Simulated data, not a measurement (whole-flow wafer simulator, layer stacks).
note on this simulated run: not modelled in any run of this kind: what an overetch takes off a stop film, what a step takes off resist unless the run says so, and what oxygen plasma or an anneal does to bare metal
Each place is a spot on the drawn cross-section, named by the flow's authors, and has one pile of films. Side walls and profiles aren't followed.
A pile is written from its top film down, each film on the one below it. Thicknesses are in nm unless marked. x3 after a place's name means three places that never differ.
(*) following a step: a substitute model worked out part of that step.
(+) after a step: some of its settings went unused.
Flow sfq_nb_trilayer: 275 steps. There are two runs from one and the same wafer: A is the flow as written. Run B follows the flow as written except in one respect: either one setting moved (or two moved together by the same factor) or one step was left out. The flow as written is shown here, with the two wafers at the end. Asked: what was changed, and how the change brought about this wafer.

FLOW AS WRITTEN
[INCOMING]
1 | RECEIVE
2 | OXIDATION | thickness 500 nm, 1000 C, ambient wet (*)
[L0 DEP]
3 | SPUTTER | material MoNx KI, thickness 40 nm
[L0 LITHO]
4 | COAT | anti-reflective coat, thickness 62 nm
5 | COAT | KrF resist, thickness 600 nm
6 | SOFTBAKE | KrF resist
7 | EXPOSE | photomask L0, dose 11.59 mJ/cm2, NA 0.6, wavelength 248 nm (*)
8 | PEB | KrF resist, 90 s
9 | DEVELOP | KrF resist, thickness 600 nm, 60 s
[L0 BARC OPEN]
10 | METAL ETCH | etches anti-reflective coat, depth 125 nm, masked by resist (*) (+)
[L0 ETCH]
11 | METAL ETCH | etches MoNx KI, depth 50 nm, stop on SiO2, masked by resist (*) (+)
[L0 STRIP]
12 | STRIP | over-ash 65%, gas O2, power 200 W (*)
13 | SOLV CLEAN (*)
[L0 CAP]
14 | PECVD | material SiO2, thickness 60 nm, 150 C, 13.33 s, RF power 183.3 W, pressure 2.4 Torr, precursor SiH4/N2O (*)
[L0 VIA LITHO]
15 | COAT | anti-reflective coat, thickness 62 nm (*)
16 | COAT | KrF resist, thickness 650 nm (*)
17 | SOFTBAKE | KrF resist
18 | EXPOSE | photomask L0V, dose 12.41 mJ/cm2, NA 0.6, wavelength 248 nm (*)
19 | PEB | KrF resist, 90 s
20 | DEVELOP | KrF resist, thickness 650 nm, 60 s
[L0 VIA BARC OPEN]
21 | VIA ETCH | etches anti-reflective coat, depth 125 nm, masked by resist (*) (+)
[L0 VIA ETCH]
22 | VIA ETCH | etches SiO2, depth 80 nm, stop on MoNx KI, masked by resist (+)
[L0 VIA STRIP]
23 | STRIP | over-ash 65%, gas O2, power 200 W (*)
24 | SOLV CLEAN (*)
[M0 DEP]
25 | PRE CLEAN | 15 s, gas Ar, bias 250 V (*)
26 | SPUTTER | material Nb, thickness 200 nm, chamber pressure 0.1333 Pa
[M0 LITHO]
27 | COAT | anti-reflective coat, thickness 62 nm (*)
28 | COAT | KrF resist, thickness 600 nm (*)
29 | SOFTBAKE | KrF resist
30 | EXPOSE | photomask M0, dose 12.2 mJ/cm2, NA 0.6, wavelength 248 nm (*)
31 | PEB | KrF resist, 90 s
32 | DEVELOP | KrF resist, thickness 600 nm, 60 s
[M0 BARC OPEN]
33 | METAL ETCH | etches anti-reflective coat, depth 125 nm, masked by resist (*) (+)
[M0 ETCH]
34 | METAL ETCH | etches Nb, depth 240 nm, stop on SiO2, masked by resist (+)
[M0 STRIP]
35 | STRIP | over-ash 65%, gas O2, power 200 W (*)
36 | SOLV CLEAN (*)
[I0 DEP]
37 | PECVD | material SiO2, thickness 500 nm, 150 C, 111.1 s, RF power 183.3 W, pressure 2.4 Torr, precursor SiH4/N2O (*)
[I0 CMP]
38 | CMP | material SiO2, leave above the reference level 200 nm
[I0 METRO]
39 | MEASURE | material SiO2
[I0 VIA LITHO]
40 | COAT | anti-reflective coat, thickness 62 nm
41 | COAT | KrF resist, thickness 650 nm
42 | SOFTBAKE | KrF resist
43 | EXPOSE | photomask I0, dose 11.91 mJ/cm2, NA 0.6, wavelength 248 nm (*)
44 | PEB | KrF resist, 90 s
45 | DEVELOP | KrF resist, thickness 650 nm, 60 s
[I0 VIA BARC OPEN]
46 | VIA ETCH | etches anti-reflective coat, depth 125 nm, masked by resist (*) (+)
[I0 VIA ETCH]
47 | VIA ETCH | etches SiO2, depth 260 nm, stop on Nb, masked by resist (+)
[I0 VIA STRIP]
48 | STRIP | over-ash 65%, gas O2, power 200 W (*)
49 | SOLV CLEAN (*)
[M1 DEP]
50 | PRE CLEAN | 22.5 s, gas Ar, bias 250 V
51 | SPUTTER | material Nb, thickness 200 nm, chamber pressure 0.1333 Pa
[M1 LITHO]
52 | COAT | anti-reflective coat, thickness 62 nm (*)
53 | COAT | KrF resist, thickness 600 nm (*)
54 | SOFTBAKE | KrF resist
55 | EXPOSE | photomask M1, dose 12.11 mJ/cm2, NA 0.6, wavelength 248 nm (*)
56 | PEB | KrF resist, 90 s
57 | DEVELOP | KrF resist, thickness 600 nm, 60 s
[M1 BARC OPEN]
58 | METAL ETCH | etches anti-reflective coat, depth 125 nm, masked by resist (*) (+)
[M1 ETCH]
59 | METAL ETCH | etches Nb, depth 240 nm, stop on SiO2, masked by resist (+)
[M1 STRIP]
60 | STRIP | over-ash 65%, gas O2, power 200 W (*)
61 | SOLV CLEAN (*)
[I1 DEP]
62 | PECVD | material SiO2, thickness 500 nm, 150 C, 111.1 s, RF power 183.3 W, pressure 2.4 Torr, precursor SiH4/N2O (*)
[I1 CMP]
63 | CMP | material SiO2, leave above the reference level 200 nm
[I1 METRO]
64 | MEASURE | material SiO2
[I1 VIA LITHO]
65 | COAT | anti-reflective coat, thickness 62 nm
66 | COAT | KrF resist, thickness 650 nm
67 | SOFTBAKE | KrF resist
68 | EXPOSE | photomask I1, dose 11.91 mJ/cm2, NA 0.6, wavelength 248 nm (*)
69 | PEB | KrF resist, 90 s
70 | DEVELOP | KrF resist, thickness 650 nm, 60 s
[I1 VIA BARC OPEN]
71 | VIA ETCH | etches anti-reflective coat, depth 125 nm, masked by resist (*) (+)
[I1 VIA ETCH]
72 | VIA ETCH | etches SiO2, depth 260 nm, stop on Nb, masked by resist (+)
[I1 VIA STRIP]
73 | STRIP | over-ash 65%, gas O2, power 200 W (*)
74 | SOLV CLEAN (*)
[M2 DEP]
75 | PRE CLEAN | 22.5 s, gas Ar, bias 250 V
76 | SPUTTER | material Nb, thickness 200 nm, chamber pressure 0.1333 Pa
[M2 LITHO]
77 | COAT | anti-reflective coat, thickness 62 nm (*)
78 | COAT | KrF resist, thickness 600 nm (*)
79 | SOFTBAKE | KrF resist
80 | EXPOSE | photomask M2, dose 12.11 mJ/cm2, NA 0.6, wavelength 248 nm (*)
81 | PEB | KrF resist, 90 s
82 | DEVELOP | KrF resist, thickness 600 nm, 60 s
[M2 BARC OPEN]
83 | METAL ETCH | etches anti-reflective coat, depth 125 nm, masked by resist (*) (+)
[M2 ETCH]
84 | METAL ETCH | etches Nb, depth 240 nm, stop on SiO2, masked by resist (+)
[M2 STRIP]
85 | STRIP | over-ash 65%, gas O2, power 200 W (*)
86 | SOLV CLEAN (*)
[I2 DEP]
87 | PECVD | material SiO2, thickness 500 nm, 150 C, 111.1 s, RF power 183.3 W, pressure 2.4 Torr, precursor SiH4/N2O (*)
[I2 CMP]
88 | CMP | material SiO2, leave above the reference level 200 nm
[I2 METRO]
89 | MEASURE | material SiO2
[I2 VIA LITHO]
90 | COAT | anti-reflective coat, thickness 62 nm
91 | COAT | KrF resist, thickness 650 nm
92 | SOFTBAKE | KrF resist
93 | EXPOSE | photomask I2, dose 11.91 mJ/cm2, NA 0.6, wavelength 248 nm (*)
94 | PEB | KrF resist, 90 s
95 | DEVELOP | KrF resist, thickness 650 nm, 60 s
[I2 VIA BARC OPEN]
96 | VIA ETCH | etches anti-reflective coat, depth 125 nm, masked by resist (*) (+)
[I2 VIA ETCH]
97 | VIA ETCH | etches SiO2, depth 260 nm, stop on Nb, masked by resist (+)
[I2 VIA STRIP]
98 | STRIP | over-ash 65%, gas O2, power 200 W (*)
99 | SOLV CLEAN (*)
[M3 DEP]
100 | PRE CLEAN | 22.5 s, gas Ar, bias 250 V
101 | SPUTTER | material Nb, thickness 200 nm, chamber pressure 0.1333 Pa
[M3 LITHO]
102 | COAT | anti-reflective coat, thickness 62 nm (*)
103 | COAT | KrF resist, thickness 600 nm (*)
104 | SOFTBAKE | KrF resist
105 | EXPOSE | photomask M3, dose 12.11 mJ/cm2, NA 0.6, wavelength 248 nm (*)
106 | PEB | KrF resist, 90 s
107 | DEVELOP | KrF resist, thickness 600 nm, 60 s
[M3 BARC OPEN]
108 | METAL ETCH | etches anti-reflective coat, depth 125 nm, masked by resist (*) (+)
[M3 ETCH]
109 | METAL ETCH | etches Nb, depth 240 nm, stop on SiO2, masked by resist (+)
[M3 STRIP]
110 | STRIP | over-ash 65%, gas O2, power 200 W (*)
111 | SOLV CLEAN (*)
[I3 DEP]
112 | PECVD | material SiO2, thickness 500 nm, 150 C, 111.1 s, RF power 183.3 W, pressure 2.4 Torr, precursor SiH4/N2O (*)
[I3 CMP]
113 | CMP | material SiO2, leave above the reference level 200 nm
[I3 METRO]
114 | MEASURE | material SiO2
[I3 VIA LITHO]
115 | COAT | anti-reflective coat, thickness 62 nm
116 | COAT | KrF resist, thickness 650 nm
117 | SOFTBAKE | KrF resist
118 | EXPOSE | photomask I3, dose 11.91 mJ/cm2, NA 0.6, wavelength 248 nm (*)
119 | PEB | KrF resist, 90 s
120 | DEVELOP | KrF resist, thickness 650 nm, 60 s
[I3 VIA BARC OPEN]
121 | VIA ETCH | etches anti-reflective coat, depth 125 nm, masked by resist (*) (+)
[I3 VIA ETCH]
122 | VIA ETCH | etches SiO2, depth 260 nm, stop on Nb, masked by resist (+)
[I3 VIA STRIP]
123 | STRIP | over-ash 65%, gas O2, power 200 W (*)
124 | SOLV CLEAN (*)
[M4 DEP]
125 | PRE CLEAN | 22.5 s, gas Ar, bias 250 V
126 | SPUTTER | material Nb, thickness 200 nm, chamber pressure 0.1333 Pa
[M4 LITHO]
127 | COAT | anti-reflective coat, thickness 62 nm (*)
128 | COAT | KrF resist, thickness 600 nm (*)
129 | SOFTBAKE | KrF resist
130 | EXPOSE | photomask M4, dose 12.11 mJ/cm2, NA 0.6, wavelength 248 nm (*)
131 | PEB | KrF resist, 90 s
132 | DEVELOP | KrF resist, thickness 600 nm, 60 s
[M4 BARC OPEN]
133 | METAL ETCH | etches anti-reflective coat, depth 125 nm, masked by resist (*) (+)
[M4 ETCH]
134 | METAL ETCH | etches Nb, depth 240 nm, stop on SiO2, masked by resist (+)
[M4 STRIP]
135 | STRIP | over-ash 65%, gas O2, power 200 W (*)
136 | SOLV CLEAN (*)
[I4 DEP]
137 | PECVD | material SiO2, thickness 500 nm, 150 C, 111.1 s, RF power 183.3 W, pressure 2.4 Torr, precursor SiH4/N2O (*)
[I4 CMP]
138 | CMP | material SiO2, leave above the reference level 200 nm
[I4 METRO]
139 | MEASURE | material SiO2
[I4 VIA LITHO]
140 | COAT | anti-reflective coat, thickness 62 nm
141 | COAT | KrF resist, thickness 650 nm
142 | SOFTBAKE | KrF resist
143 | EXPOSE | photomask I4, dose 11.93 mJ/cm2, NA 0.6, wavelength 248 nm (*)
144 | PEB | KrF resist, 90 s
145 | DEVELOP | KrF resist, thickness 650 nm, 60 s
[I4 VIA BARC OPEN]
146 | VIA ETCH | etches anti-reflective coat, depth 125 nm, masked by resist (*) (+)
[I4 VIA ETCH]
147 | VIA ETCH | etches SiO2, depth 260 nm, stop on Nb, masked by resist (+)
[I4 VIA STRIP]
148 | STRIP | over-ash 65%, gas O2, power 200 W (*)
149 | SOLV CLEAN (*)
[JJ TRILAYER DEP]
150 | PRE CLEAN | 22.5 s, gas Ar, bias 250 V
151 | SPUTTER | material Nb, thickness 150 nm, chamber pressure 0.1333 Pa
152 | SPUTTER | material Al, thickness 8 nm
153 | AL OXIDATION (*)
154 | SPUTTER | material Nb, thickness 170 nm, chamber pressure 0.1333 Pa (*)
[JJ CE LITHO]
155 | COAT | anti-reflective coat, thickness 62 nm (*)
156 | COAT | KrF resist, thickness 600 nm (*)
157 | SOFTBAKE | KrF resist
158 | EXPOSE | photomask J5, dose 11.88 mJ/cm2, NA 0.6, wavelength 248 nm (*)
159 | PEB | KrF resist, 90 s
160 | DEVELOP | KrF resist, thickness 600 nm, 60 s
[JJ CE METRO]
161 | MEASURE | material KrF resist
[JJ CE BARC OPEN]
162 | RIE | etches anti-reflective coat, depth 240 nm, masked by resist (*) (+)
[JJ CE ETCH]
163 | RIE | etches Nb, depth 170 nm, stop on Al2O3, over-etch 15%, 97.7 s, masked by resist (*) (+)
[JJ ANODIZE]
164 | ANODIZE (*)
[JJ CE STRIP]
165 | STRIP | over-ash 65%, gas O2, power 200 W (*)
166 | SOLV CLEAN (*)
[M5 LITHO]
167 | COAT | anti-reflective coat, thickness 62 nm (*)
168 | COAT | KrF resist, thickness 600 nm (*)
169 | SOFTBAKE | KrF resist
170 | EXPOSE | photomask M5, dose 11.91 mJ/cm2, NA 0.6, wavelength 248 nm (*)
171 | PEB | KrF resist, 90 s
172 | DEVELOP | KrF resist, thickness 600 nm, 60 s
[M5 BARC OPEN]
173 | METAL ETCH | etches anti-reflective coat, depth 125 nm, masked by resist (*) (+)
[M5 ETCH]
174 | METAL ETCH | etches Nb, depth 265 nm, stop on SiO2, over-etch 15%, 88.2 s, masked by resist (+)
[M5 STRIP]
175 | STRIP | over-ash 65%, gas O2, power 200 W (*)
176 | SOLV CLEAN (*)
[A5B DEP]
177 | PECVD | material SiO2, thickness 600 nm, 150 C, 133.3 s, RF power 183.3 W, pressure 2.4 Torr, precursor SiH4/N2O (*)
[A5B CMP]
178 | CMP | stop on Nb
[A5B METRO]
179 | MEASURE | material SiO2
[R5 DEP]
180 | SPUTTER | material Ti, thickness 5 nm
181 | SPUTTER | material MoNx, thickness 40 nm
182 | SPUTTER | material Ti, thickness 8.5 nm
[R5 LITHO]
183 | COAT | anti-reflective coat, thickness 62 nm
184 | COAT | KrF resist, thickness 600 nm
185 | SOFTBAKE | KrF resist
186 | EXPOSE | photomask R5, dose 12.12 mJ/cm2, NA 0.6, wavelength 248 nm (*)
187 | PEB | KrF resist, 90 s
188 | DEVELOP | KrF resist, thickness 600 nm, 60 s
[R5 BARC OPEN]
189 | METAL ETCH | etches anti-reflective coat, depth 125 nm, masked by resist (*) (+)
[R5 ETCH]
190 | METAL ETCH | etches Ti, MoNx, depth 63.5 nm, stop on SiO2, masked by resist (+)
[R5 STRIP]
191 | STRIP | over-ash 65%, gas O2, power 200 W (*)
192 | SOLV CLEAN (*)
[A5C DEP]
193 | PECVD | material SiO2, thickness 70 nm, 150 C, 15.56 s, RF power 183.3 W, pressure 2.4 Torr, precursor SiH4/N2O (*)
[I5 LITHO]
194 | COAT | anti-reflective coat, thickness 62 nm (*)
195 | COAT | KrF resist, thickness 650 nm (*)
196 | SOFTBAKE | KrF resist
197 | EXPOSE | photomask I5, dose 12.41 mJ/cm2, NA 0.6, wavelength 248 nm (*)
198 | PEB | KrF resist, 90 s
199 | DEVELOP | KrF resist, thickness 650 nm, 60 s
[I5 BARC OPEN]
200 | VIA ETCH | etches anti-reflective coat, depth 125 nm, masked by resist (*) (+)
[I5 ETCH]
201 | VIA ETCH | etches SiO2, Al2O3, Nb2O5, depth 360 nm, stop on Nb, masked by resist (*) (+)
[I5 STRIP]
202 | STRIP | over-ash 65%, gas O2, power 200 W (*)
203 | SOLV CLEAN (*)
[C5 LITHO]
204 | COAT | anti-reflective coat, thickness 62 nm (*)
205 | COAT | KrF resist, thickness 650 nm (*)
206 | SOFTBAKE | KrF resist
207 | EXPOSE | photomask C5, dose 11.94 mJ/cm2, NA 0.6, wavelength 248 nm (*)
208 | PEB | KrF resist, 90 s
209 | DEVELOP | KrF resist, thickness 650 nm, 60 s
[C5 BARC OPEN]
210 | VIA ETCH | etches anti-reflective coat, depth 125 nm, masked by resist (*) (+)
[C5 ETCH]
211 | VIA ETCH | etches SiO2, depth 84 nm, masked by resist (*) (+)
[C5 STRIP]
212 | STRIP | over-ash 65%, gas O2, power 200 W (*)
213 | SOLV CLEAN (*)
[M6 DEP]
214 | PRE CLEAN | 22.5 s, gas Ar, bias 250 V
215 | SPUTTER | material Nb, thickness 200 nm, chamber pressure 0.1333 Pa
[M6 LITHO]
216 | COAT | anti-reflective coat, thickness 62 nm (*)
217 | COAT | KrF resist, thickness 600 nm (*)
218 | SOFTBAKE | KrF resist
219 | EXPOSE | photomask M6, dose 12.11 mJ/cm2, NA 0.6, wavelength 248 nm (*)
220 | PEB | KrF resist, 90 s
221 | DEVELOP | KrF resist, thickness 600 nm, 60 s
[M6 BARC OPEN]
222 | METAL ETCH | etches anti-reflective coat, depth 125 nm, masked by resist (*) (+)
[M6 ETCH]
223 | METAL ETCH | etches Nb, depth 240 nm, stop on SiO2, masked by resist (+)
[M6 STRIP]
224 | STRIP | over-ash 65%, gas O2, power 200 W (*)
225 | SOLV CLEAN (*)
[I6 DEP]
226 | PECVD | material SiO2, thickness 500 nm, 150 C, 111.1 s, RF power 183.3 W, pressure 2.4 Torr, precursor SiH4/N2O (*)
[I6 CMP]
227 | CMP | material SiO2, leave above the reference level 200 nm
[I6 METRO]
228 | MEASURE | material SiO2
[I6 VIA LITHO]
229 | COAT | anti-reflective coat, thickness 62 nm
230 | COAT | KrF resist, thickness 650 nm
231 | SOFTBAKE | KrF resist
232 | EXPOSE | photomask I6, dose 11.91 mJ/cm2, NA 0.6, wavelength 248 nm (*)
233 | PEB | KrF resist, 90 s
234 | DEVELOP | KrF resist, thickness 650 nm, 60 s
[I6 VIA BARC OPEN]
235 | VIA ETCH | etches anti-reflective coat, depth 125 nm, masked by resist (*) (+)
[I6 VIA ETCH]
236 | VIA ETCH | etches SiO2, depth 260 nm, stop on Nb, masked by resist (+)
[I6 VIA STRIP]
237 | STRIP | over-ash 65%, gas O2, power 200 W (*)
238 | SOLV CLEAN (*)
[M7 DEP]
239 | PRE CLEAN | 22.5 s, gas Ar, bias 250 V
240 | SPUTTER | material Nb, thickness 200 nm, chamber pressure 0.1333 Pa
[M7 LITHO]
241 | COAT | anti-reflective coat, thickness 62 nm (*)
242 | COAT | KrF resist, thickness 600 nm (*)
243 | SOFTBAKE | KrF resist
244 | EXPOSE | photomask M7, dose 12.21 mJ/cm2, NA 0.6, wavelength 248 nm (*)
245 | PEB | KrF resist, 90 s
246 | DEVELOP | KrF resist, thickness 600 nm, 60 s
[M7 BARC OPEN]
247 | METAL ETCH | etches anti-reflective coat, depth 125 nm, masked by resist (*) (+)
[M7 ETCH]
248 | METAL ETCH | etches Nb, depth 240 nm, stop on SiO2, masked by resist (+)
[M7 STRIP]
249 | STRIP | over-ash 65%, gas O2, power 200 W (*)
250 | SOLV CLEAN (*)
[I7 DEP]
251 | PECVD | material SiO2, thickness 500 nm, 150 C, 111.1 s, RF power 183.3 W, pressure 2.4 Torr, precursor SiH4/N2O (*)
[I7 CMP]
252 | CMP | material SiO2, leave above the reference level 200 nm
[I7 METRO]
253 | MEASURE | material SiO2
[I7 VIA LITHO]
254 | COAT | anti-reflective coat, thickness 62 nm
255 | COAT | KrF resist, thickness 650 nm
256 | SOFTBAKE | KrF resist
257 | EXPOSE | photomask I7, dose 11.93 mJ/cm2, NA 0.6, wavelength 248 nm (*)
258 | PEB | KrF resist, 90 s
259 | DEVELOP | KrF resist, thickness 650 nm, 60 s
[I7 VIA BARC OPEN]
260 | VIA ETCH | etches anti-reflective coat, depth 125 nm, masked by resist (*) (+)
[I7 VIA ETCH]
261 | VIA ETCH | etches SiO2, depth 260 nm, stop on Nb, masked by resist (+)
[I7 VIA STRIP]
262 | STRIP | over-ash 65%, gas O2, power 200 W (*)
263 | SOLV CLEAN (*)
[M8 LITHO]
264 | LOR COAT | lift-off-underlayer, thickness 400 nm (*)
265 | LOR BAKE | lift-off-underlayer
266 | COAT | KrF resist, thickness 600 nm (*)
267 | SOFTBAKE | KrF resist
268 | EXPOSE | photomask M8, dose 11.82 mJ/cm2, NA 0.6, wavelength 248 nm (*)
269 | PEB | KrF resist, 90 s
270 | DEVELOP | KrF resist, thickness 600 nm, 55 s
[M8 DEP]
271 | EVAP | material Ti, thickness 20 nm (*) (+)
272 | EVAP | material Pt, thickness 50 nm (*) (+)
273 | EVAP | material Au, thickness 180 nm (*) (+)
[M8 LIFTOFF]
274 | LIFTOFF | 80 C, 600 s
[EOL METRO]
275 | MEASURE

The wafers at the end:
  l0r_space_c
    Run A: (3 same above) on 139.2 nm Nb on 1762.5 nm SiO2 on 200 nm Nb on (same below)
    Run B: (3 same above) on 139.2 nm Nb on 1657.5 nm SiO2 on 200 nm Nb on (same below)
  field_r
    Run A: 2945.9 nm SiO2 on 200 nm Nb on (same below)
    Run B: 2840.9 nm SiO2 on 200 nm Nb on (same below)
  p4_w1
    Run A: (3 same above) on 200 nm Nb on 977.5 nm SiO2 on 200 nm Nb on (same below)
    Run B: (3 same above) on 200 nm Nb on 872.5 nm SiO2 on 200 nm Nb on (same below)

What caused this: step 51, SPUTTER: thickness 95 nm was run, while the flow as written has thickness 200 nm.

Step by step, how the change led to this:
  51 | SPUTTER | material Nb, thickness 200 nm, chamber pressure 0.1333 Pa
      field_l, v_sur, via_wl and 102 more: A Nb gains 200 (new film) | B Nb gains 95 (new film)
      via_w: A Nb gains 174.5 | B Nb gains 83.7
  52 | COAT | anti-reflective coat, thickness 62 nm (*)
      via_wl: A anti-reflective coat gains 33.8 (new film) | B anti-reflective coat gains 33 (new film)
      via_w: A anti-reflective coat gains 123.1 (new film) | B anti-reflective coat gains 118.7 (new film)
      (as well as at 1 more place)
  59 | METAL ETCH | etches Nb, depth 240 nm, stop on SiO2, masked by resist (+)
      field_l, be, be_sur and 79 more: A Nb loses 200 (all of it) | B Nb loses 95 (all of it)
      v_sur, via_wl, via_w and 21 more: A KrF resist loses 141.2 | B KrF resist loses 83.8
  60 | STRIP | over-ash 65%, gas O2, power 200 W (*)
      wl_j_sl, wl_jj, wl_j_sr and 13 more: A KrF resist loses 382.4 (all of it), anti-reflective coat loses 62 (all of it) | B KrF resist loses 439.7 (all of it), anti-reflective coat loses 62 (all of it)
      v_sur: A KrF resist loses 365.9 (all of it), anti-reflective coat loses 61.1 (all of it) | B KrF resist loses 424.1 (all of it), anti-reflective coat loses 60.9 (all of it)
      (as well as at 7 more places)
  62 | PECVD | material SiO2, thickness 500 nm, 150 C, 111.1 s, RF power 183.3 W, pressure 2.4 Torr, precursor SiH4/N2O (*)
      wl_d_sl, wl_d_sr: A SiO2 gains 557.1 | B SiO2 gains 500
      via_w: A SiO2 gains 606 (new film) | B SiO2 gains 580.3 (new film)
  63 | CMP | material SiO2, leave above the reference level 200 nm
      field_l, be, be_sur and 72 more: A SiO2 loses 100 | B SiO2 loses 205
      lsp_m, ln_m6, lsp_r, l0_sur, l0v: A SiO2 loses 94.9 | B SiO2 loses 205
      (as well as at 3 more places)
